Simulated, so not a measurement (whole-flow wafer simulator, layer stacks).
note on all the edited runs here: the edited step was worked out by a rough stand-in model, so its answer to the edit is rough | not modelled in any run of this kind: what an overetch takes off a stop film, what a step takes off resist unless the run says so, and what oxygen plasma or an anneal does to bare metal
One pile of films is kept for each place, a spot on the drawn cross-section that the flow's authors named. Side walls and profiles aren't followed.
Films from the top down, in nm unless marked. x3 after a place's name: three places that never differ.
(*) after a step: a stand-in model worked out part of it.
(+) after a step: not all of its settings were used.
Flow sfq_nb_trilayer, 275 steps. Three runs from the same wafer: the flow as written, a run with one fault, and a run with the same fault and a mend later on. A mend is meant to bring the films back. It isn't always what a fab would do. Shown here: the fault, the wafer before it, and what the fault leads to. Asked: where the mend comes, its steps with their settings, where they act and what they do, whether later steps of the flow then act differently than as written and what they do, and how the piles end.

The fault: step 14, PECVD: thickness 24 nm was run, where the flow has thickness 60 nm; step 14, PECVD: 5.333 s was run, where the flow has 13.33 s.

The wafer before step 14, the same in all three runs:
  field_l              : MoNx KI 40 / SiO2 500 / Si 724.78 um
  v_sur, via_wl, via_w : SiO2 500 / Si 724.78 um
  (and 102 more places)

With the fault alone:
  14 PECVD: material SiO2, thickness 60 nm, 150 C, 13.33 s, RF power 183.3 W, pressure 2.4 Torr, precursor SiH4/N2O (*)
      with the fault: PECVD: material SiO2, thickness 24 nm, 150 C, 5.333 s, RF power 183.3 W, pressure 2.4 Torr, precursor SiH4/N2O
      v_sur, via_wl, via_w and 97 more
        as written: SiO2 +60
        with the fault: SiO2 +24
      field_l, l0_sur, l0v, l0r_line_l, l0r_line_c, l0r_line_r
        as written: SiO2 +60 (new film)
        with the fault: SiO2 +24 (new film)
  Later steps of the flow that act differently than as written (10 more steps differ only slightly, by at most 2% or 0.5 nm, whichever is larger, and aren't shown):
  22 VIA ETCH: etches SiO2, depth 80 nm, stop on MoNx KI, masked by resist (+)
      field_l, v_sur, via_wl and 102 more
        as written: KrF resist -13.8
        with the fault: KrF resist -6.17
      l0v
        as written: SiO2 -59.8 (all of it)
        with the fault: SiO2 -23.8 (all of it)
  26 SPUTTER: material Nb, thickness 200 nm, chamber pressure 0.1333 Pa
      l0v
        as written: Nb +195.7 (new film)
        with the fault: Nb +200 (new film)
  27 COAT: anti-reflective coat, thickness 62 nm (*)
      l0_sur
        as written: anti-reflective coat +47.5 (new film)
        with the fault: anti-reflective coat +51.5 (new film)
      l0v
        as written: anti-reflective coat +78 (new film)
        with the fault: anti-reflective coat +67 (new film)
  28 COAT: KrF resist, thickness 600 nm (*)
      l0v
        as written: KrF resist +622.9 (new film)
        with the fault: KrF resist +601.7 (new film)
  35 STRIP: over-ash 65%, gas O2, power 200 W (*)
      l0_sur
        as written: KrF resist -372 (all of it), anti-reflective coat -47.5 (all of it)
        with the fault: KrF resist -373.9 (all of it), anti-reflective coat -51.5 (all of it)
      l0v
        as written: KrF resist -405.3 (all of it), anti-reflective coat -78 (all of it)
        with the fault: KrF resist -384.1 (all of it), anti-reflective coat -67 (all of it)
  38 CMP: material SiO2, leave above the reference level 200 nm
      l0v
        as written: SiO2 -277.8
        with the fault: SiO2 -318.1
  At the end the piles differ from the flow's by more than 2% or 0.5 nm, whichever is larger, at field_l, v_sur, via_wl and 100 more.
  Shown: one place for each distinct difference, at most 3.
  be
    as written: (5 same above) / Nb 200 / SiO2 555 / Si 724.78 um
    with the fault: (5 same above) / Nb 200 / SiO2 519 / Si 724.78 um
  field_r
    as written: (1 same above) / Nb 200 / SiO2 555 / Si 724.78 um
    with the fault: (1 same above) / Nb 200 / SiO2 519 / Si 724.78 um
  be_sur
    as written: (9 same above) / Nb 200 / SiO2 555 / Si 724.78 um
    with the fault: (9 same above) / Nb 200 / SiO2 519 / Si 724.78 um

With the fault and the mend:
  The mend comes after step 20.
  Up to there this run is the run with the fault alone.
  20a STRIP: over-ash 65%, gas O2, power 200 W (*)
      p4_fl x3, p4_w1 x9, p4_g1 x2 and 59 more
        KrF resist -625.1 (all of it), anti-reflective coat -62 (all of it)
      jj_sur, ce_l, c5j, ce_r, sp_r, be_r, r_sur, res
        KrF resist -632 (all of it), anti-reflective coat -63.7 (all of it)
      l0r_line_l, l0r_line_c, l0r_line_r
        KrF resist -621 (all of it), anti-reflective coat -58.8 (all of it)
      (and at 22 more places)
  20b PECVD: material SiO2, thickness 36 nm, 150 C, 8 s, RF power 183.3 W, pressure 2.4 Torr, precursor SiH4/N2O (the flow's step 14 once more, with other settings)
      field_l, v_sur, via_wl and 103 more
        SiO2 +36
  20c COAT: anti-reflective coat, thickness 62 nm (*) (the flow's step 15 once more)
      p4_fl x3, p4_w1 x9, p4_g1 x2 and 59 more
        anti-reflective coat +62 (new film)
      be_sur, gap, jj_sur and 8 more
        anti-reflective coat +63.7 (new film)
      wire, be, moat, field_r, lsp_l
        anti-reflective coat +63.8 (new film)
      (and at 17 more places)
  20d COAT: KrF resist, thickness 650 nm (*) (the flow's step 16 once more)
      p4_fl x3, p4_w1 x9, p4_g1 x2 and 59 more
        KrF resist +650 (new film)
      jj_sur, ce_l, c5j, ce_r, sp_r, be_r, r_sur
        KrF resist +656.9 (new film)
      v_sur, via_wr
        KrF resist +659.5 (new film)
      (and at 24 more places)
  20e SOFTBAKE: KrF resist (the flow's step 17 once more)
      changes no film at any place that is followed
  20f EXPOSE: photomask L0V, dose 12.41 mJ/cm2, NA 0.6, wavelength 248 nm (*) (the flow's step 18 once more)
      changes no film at any place that is followed
  20g PEB: KrF resist, 90 s (the flow's step 19 once more)
      p4_fl x3, p4_w1 x9, p4_g1 x2 and 59 more
        KrF resist -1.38
      via_v, wire, be and 15 more
        KrF resist -1.39
      v_sur, via_w, via_wr, via_sp, lsp_m, ln_m6, lsp_r
        KrF resist -1.4
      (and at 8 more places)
  20h DEVELOP: KrF resist, thickness 650 nm, 60 s (the flow's step 20 once more)
      field_l, v_sur, via_wl and 102 more
        KrF resist -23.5
      l0v
        KrF resist -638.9 (all of it)
  No later step of the flow acts differently than as written, at any place that is followed, by more than 2% or 0.5 nm, whichever is larger.
  At the end the piles are the same as the flow's at every place that both follow.
